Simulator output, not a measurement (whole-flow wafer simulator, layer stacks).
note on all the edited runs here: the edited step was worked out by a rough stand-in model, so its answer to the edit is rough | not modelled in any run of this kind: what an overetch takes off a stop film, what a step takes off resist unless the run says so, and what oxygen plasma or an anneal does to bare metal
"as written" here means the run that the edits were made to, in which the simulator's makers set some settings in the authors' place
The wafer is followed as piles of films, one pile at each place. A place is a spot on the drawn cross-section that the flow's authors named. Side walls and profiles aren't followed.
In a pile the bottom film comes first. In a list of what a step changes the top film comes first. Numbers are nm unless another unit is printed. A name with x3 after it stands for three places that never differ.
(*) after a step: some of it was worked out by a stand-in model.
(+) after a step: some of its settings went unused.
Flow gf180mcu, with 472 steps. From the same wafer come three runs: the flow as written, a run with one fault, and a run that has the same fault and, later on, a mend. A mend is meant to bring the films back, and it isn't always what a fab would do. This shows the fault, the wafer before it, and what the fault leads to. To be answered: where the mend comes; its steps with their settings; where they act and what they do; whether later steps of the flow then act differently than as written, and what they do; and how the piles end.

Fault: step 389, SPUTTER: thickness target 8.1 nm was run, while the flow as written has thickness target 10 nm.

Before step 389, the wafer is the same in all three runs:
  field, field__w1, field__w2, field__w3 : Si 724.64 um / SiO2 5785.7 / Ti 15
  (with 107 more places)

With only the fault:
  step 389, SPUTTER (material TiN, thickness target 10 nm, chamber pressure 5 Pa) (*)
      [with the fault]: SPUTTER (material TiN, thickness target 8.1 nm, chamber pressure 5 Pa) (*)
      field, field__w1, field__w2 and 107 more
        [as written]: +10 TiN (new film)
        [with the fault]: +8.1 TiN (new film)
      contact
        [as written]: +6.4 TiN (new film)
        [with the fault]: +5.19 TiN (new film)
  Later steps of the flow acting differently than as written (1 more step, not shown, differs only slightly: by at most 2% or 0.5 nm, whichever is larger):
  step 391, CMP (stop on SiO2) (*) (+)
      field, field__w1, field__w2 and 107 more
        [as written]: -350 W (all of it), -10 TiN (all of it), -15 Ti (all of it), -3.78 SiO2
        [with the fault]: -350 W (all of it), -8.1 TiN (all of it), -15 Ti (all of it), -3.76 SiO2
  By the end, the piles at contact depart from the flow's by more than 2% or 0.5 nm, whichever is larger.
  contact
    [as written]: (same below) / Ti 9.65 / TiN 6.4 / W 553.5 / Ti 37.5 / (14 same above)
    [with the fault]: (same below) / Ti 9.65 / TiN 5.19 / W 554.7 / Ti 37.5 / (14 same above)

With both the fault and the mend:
  The mend stands after step 389.
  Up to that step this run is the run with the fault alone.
  step 389a, SPUTTER (material TiN, thickness target 1.9 nm, chamber pressure 5 Pa) (*) (the flow's step 389, run once more with other settings)
      field, field__w1, field__w2 and 107 more
        +1.9 TiN
      contact
        +1.21 TiN
  Every later step of the flow that is run acts as written at every place that is followed.
  By the end, the piles equal the flow's at every place that both follow.
